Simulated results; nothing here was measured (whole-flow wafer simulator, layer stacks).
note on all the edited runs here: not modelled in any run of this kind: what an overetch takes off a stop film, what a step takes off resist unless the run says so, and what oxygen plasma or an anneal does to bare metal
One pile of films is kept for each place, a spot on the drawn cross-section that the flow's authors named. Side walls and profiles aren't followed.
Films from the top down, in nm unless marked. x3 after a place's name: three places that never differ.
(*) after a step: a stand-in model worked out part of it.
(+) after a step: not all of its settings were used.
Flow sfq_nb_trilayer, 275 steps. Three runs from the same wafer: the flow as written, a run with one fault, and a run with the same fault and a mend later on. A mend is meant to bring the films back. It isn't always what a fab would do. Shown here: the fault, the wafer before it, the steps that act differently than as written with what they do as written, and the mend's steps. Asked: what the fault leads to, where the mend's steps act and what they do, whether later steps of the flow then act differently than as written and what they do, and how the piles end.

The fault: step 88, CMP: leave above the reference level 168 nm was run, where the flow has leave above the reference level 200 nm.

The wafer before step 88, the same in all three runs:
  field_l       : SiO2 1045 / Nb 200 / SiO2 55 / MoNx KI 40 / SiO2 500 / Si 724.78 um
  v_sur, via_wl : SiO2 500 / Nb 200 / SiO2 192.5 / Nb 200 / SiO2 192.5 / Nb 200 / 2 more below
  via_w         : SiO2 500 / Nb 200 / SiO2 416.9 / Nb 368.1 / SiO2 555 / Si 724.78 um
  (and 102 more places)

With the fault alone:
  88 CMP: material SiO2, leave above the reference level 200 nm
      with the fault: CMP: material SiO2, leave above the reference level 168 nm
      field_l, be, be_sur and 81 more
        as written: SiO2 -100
        with the fault: SiO2 -132
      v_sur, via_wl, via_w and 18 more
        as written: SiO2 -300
        with the fault: SiO2 -332
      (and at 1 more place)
  Later steps of the flow that act differently than as written (4 more steps differ only slightly, by at most 2% or 0.5 nm, whichever is larger, and aren't shown):
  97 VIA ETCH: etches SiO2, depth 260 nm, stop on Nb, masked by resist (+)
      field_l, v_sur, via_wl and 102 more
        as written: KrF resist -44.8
        with the fault: KrF resist -43.4
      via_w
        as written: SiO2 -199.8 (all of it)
        with the fault: SiO2 -167.8 (all of it)
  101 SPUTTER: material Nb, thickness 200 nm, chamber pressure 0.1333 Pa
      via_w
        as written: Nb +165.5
        with the fault: Nb +172.5
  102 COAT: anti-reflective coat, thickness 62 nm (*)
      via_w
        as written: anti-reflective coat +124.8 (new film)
        with the fault: anti-reflective coat +116.2 (new film)
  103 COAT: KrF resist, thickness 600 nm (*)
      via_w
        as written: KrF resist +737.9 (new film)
        with the fault: KrF resist +712.2 (new film)
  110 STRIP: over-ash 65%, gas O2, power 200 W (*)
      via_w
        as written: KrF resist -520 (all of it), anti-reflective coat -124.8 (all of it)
        with the fault: KrF resist -494.3 (all of it), anti-reflective coat -116.2 (all of it)
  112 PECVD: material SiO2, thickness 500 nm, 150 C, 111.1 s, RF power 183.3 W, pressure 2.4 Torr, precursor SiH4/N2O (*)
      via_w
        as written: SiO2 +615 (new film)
        with the fault: SiO2 +551.5 (new film)
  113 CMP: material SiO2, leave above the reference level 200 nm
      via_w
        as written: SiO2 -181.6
        with the fault: SiO2 -157.1
  At the end the piles differ from the flow's by more than 2% or 0.5 nm, whichever is larger, at v_sur, via_wl, via_w and 36 more.
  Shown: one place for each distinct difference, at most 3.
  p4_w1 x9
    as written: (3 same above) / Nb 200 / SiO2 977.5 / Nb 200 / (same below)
    with the fault: (3 same above) / Nb 200 / SiO2 945.5 / Nb 200 / (same below)
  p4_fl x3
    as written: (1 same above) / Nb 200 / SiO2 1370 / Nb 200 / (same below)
    with the fault: (1 same above) / Nb 200 / SiO2 1338 / Nb 200 / (same below)
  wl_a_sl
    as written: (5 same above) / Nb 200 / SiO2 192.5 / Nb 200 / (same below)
    with the fault: (5 same above) / Nb 200 / SiO2 160.5 / Nb 200 / (same below)

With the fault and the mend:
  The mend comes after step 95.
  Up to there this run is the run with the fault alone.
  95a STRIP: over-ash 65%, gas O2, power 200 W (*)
      field_l, v_sur, via_wl and 102 more
        KrF resist -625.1 (all of it), anti-reflective coat -62 (all of it)
      via_w
        anti-reflective coat -62 (all of it)
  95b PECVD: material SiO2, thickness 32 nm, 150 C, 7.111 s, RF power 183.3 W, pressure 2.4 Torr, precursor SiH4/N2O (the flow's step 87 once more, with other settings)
      field_l, v_sur, via_wl and 103 more
        SiO2 +32
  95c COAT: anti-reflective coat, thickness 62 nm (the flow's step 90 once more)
      field_l, v_sur, via_wl and 103 more
        anti-reflective coat +62 (new film)
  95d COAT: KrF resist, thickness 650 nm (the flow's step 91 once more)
      field_l, v_sur, via_wl and 103 more
        KrF resist +650 (new film)
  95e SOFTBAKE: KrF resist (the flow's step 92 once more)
      changes no film at any place that is followed
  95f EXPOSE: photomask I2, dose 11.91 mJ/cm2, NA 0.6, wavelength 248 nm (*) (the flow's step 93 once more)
      changes no film at any place that is followed
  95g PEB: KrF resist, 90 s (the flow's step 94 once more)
      field_l, v_sur, via_wl and 103 more
        KrF resist -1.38
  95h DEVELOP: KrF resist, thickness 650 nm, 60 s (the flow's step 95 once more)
      field_l, v_sur, via_wl and 102 more
        KrF resist -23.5
      via_w
        KrF resist -648.6 (all of it)
  No later step of the flow acts differently than as written at any place that is followed.
  At the end the piles are the same as the flow's at every place that both follow.
